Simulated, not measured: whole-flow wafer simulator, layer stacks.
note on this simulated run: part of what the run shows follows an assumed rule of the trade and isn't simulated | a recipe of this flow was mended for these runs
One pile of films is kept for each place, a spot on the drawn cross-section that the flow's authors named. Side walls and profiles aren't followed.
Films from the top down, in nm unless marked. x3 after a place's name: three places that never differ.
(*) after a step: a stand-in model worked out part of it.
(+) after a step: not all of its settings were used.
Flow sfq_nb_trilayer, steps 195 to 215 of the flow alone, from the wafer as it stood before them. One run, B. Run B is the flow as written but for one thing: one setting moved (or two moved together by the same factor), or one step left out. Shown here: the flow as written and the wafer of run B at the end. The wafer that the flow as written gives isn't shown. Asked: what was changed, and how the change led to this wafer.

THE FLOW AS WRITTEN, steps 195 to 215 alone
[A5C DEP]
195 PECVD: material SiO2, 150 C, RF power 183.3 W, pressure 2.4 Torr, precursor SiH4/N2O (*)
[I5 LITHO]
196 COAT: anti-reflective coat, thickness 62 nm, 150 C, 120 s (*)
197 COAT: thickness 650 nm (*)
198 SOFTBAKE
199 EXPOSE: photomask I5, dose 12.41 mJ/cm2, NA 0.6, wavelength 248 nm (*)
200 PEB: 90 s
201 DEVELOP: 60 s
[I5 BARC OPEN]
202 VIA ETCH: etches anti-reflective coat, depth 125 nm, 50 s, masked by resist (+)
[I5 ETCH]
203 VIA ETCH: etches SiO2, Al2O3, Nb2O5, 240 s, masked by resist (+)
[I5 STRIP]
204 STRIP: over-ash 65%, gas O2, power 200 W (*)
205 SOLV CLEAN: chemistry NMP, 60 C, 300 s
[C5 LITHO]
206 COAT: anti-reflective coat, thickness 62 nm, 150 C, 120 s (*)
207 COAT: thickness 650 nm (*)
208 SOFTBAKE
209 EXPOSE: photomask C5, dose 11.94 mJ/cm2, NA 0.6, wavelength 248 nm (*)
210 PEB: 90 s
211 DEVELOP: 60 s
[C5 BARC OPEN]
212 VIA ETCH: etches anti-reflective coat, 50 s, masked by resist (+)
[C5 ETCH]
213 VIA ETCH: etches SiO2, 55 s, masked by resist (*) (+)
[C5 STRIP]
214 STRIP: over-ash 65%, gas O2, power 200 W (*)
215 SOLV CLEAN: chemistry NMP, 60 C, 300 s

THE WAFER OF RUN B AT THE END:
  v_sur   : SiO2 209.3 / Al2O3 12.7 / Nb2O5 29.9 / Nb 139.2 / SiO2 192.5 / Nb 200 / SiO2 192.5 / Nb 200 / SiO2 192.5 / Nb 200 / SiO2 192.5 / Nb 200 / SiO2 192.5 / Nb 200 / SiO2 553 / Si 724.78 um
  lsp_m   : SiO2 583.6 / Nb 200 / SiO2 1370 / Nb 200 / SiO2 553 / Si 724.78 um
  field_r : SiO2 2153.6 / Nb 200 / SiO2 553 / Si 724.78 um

The cause: step 195, PECVD: pressure 2.71 Torr was run, where the flow has pressure 2.4 Torr.

How the change led to this, step by step:
  195 PECVD: material SiO2, 150 C, RF power 183.3 W, pressure 2.4 Torr, precursor SiH4/N2O (*)
      field_l, v_sur, via_wl and 92 more: SiO2 +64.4 (as written it would be: SiO2 +70)
      ce_l, c5j, ce_r and 8 more: SiO2 +64.4 (new film) (as written it would be: SiO2 +70 (new film))
  203 VIA ETCH: etches SiO2, Al2O3, Nb2O5, 240 s, masked by resist (+)
      be: SiO2 -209 (all of it), Al2O3 -12.7 (all of it), Nb2O5 -29.9 (all of it), Nb -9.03 (as written it would be: SiO2 -214.5 (all of it), Al2O3 -12.7 (all of it), Nb2O5 -29.9 (all of it), Nb -8.57)
  213 VIA ETCH: etches SiO2, 55 s, masked by resist (*) (+)
      c5j: SiO2 -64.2 (all of it), Nb -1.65 (as written it would be: SiO2 -69.7 (all of it), Nb -1.19)
      res: SiO2 -64.1 (all of it), Ti -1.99 (as written it would be: SiO2 -69.7 (all of it), Ti -1.43)
